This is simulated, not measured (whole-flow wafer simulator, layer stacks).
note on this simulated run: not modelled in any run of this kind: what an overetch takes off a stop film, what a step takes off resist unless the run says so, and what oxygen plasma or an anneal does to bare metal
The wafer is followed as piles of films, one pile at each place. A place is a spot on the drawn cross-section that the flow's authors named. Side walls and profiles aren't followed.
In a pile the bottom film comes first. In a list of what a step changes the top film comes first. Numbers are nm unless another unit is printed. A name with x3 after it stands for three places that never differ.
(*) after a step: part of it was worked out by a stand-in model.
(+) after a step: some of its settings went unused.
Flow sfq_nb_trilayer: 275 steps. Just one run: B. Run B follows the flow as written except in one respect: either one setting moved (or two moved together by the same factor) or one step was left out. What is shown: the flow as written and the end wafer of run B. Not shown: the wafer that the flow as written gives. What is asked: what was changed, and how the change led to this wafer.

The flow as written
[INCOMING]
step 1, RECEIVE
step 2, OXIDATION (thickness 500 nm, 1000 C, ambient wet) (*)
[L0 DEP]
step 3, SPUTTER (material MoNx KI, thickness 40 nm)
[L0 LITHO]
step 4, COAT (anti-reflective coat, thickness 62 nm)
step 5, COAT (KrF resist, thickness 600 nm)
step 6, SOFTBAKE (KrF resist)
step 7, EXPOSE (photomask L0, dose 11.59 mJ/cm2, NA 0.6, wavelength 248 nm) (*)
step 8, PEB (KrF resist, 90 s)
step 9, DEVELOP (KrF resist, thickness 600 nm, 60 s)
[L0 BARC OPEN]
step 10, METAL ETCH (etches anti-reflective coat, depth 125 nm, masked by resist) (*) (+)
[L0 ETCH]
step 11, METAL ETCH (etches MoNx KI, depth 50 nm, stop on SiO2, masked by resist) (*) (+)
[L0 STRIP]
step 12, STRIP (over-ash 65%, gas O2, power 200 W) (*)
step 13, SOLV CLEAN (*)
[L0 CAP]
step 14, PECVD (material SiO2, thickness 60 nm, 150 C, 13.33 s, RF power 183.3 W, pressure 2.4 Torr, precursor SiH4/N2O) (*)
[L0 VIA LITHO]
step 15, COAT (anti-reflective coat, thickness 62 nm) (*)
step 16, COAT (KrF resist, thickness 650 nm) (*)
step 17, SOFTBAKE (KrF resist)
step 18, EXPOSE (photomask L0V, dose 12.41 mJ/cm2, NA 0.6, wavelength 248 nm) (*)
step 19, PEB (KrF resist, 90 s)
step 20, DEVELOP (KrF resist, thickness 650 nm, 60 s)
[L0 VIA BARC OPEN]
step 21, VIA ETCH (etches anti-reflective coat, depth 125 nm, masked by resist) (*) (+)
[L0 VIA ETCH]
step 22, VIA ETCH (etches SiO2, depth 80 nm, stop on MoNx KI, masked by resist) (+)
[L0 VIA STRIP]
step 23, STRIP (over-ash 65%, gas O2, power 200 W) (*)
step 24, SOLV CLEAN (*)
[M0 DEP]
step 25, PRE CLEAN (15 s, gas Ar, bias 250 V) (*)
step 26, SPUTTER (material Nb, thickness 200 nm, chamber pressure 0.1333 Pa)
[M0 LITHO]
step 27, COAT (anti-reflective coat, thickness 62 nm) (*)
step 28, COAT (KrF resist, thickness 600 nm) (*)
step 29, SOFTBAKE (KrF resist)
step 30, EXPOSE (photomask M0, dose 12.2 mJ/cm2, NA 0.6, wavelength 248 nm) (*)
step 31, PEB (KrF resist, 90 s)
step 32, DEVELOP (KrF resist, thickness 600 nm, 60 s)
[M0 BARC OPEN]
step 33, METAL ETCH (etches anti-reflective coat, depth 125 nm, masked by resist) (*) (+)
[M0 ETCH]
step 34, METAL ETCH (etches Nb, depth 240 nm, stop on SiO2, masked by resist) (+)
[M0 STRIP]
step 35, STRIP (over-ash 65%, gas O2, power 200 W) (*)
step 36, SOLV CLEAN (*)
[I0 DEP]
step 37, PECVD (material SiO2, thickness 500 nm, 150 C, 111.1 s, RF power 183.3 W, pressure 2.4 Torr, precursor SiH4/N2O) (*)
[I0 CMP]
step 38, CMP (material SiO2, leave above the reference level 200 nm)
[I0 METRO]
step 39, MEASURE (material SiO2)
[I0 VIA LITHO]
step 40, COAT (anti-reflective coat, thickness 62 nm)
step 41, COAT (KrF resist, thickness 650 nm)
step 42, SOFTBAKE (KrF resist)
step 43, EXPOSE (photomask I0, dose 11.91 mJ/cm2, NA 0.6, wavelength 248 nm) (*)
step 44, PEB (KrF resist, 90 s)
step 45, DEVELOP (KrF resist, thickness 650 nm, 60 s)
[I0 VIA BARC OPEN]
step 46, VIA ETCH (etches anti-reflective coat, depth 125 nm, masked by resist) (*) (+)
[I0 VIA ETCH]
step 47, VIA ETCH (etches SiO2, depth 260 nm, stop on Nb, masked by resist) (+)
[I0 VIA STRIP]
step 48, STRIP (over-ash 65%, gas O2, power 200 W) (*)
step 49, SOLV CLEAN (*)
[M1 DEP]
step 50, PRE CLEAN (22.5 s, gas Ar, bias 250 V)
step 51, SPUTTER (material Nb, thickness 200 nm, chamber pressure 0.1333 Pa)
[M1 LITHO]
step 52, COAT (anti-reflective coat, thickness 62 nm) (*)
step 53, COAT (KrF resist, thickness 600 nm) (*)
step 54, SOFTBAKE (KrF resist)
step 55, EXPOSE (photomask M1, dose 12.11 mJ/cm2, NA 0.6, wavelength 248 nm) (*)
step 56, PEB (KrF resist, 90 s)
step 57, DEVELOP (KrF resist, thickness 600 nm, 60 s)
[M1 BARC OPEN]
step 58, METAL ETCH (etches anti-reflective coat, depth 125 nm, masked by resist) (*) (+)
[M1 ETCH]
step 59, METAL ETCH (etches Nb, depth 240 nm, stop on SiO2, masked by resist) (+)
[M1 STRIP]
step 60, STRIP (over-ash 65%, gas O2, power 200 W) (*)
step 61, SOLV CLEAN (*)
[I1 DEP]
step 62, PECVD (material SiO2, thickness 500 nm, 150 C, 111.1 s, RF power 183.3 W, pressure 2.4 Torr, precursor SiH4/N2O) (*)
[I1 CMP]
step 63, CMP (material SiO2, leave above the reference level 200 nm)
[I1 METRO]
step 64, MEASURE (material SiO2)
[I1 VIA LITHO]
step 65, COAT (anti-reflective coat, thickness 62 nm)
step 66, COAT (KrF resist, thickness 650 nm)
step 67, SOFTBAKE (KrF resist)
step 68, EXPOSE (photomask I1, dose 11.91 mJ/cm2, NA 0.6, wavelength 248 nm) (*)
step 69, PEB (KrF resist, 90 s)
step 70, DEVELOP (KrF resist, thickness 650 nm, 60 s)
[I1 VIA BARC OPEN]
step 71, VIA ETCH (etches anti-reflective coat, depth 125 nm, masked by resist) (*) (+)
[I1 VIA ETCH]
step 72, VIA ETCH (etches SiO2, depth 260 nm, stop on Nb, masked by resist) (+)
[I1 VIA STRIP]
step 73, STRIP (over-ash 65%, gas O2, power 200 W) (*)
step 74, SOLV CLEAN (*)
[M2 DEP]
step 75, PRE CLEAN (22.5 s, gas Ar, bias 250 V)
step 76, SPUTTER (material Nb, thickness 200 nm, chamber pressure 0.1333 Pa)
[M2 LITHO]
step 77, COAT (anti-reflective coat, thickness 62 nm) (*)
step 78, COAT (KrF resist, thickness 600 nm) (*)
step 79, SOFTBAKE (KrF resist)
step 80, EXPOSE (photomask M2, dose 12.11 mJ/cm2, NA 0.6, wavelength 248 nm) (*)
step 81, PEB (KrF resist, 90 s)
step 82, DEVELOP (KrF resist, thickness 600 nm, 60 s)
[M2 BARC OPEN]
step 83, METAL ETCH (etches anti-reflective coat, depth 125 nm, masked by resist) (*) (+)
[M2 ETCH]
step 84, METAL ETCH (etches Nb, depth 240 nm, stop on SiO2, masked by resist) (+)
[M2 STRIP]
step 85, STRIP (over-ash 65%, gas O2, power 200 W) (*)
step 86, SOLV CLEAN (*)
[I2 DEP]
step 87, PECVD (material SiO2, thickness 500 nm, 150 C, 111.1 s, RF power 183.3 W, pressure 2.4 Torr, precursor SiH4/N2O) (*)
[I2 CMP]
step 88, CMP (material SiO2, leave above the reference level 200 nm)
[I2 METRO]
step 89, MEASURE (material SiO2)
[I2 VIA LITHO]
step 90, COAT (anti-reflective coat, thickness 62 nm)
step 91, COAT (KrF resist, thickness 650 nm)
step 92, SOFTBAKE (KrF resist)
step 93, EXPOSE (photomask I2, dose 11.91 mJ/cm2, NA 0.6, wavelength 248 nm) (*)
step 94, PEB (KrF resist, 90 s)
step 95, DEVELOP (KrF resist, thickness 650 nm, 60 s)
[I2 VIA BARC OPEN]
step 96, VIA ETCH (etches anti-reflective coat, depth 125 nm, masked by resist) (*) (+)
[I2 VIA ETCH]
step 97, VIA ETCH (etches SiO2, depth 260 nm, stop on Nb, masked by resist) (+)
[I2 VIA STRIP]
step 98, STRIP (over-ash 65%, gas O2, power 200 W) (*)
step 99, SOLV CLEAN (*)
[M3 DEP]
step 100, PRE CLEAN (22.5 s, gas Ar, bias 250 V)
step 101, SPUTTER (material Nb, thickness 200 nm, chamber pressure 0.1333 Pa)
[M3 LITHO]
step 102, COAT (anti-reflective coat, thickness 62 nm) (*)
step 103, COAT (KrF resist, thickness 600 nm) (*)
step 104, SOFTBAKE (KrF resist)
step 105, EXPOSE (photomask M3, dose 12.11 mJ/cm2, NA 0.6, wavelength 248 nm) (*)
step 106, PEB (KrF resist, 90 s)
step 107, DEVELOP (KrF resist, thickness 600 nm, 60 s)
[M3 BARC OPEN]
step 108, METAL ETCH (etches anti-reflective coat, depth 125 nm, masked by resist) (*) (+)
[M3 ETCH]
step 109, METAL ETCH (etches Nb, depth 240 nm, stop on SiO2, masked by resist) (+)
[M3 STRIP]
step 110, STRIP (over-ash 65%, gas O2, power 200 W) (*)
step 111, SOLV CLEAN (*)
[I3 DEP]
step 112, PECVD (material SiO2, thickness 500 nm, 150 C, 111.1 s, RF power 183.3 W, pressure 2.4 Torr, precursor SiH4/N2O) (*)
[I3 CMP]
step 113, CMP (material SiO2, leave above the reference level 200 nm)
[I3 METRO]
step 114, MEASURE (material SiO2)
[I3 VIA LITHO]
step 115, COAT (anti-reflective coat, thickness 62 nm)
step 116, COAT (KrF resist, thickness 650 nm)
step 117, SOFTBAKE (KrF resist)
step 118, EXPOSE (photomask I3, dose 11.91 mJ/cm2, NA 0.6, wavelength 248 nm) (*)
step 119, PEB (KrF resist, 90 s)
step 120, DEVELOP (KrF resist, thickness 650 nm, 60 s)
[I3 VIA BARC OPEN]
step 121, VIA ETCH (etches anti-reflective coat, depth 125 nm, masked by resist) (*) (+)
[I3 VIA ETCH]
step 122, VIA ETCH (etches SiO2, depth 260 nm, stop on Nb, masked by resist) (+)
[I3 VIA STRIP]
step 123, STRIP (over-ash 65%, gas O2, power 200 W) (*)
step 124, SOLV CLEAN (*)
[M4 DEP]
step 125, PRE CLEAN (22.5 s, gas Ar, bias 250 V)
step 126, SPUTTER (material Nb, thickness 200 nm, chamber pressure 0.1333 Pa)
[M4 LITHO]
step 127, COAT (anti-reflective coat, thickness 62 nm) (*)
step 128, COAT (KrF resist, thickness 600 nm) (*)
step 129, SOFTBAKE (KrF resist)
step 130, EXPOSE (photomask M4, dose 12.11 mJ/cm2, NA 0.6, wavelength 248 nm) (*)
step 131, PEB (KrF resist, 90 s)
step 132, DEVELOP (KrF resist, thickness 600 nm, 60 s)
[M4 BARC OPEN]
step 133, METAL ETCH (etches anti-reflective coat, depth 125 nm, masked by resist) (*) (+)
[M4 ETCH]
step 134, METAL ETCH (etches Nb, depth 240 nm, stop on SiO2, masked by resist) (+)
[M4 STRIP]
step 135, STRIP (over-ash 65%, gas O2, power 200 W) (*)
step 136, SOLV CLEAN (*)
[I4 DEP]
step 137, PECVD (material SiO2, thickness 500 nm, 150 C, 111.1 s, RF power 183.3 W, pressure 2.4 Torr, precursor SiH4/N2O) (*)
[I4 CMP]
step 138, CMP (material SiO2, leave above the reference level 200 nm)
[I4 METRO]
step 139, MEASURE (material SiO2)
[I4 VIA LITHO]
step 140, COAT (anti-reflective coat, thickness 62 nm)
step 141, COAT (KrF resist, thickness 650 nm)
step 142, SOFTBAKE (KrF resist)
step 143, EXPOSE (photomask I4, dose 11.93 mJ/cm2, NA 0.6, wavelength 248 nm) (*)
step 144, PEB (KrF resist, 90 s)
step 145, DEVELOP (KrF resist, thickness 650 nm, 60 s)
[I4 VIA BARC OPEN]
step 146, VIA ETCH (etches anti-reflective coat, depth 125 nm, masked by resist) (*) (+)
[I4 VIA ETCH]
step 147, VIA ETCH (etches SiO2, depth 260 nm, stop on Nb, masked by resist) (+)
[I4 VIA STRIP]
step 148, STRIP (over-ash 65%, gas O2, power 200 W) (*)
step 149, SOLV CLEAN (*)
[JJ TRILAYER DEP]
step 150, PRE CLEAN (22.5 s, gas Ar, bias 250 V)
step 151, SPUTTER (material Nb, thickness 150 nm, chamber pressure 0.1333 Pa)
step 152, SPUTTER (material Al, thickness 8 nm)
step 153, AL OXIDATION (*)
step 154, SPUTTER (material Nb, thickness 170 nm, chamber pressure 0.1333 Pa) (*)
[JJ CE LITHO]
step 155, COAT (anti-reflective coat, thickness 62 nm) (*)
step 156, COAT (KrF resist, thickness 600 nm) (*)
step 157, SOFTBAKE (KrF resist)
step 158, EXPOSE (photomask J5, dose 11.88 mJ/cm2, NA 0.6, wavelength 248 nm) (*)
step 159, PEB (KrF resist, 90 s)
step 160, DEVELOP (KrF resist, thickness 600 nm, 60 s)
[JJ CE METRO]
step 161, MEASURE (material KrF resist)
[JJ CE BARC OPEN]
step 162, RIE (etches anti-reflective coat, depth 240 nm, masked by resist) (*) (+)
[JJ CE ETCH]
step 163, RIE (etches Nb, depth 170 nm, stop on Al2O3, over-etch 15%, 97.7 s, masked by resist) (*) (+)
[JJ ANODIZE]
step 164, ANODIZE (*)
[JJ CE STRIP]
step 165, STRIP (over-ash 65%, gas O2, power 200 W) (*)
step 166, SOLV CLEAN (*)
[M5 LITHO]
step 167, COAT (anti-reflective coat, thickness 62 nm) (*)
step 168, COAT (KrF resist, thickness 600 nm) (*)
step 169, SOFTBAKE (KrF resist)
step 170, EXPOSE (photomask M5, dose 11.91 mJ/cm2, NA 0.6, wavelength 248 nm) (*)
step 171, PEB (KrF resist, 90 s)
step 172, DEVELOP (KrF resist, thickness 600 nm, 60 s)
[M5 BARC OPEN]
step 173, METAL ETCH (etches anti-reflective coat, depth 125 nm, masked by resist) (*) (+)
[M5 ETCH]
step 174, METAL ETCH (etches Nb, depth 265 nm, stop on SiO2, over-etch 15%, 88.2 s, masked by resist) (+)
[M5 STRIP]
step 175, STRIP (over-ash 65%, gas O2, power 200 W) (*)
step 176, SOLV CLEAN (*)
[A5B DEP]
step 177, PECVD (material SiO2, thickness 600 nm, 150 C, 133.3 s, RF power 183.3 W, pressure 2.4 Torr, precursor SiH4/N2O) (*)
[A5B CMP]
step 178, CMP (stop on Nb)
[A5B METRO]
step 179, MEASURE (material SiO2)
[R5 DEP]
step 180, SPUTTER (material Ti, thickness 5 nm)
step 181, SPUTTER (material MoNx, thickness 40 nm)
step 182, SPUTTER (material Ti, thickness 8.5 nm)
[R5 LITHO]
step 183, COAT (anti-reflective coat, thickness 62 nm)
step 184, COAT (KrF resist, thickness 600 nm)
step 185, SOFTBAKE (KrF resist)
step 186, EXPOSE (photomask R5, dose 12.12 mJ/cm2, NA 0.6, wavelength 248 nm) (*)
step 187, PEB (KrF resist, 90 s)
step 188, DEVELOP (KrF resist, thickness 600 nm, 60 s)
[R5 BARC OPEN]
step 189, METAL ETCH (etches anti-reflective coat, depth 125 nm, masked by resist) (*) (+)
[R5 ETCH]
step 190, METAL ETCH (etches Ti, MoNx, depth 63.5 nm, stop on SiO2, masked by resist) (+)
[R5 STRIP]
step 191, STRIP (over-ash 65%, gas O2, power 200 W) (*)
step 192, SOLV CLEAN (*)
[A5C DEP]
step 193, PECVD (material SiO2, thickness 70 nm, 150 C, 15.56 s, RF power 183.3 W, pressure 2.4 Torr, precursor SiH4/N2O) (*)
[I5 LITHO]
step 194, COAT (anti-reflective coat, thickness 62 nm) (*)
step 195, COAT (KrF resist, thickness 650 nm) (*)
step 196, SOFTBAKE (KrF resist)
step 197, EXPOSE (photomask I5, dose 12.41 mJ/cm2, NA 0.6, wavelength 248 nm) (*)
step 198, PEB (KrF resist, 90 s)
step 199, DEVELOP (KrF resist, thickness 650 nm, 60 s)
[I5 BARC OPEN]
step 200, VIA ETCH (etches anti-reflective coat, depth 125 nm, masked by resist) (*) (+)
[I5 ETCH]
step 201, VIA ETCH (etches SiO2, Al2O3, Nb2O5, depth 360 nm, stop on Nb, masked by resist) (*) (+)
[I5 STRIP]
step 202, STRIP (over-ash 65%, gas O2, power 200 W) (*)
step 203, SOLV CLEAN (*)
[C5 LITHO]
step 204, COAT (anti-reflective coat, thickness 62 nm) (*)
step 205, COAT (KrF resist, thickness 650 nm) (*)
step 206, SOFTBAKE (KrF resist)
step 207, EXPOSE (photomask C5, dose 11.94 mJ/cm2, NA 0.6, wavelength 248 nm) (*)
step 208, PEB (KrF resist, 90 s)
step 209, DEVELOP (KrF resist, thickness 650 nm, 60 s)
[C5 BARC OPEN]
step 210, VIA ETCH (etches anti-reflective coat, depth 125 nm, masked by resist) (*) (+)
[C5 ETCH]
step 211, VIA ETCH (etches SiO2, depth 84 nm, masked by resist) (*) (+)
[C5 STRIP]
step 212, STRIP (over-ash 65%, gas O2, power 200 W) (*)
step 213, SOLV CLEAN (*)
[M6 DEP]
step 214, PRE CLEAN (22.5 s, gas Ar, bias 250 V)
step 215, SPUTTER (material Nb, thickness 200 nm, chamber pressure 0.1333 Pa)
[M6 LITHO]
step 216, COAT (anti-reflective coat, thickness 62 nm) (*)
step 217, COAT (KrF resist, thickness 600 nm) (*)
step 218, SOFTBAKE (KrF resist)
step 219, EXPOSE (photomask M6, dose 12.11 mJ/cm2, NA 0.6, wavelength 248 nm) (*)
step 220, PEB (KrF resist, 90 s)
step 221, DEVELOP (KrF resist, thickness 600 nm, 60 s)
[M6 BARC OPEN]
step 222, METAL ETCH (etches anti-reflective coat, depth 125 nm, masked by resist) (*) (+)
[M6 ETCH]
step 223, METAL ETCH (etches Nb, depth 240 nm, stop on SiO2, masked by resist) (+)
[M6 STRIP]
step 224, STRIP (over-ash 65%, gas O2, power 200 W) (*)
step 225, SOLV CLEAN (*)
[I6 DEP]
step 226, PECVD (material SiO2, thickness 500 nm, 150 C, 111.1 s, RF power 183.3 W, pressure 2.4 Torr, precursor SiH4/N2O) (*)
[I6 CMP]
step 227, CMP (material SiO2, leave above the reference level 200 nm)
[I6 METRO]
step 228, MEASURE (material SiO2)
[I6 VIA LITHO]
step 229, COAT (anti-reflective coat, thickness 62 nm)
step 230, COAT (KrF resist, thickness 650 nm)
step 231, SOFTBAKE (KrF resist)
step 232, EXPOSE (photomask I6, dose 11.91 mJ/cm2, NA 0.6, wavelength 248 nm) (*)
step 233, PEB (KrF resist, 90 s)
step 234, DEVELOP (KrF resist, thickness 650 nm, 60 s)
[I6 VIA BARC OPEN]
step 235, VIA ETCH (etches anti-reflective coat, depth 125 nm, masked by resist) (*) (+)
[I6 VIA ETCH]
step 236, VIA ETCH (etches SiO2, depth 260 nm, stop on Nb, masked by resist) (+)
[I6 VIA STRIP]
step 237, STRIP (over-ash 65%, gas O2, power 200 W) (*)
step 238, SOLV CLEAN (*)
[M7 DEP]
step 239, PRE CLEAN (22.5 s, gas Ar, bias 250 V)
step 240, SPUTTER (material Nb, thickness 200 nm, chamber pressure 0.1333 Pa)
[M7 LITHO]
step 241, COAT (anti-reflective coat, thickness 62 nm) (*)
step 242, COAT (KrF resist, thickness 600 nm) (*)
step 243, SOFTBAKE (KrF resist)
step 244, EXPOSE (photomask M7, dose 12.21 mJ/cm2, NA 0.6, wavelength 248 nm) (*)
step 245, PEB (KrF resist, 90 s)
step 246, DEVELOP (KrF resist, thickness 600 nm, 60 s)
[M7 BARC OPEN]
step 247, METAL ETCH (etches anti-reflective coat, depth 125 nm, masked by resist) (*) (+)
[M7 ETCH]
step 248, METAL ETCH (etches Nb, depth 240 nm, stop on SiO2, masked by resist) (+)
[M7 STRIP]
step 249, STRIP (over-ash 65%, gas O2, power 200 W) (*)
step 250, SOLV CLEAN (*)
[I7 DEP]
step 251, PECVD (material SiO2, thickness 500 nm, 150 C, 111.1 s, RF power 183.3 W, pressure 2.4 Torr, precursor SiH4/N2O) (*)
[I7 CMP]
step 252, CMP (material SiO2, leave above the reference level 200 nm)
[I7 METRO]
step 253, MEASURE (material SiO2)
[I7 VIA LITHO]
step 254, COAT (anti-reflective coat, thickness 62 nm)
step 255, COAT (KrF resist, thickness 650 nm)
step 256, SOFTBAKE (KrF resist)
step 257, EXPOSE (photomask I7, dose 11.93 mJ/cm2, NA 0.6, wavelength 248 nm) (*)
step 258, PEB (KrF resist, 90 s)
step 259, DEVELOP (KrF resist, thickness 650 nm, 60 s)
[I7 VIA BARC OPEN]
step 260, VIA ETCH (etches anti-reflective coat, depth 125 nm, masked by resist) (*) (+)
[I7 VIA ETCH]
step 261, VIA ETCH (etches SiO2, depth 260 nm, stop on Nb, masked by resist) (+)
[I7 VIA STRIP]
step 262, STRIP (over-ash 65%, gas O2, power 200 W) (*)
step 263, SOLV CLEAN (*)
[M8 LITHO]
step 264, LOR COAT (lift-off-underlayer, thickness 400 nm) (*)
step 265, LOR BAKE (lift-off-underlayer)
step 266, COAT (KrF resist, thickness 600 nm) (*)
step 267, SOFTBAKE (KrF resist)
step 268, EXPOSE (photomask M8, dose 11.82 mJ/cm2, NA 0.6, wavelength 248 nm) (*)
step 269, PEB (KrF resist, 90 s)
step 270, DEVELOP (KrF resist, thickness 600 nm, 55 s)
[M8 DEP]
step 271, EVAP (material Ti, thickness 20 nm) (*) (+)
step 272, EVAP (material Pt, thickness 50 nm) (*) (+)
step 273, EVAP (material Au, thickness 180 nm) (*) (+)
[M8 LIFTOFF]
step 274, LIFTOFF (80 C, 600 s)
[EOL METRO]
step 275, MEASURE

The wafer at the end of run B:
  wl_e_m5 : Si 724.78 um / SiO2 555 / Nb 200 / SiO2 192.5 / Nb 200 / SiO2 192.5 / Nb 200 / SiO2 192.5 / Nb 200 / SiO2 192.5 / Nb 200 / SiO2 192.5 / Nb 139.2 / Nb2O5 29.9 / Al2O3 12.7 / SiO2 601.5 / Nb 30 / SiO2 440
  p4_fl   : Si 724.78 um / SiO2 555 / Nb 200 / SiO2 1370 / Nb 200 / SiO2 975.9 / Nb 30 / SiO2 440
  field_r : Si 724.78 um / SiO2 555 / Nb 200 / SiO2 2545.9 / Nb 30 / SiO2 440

Cause: step 240, SPUTTER: thickness 270 nm was run, though the flow has thickness 200 nm.

Step by step, how the change led to this:
  step 240, SPUTTER (material Nb, thickness 200 nm, chamber pressure 0.1333 Pa)
      field_l, v_sur, via_wl and 102 more: +270 Nb (new film) (as written it would have been: +200 Nb (new film))
      via_v: +217.9 Nb (as written it would have been: +161.1 Nb)
  step 248, METAL ETCH (etches Nb, depth 240 nm, stop on SiO2, masked by resist) (+)
      field_l, field_r, lsp_l and 62 more: -240 Nb (as written it would have been: -200 Nb (all of it))
  step 251, PECVD (material SiO2, thickness 500 nm, 150 C, 111.1 s, RF power 183.3 W, pressure 2.4 Torr, precursor SiH4/N2O) (*)
      field_l, p4_fl, p4_fm and 56 more: +500 SiO2 (new film) (as written it would have been: +500 SiO2)
      field_r, lsp_l: +473.2 SiO2 (new film) (as written it would have been: +477.7 SiO2)
      (and at 5 other places as well)
  step 252, CMP (material SiO2, leave above the reference level 200 nm)
      field_l, p4_fl, p4_fm and 56 more: -60 SiO2 (as written it would have been: -100 SiO2)
      field_r, lsp_l: -33.2 SiO2 (as written it would have been: -77.7 SiO2)
      (and at 3 other places as well)
Taking metal films that touch as one body, wl_e_m5 has 7 bodies (between them, from the top down: SiO2 601.5 / Al2O3 12.7 / Nb2O5 29.9; SiO2 192.5; SiO2 192.5; SiO2 192.5; SiO2 192.5; SiO2 192.5); the flow as written gives 6 bodies (between them, from the top down: SiO2 192.5; SiO2 192.5; SiO2 192.5; SiO2 192.5; SiO2 192.5).
Taking metal films that touch as one body, p4_fl has 3 bodies (between them, from the top down: SiO2 975.9; SiO2 1370); the flow as written gives 2 bodies (between them, from the top down: SiO2 1370).
Taking metal films that touch as one body, field_r has 2 bodies (between them, from the top down: SiO2 2545.9); the flow as written gives 1 body.
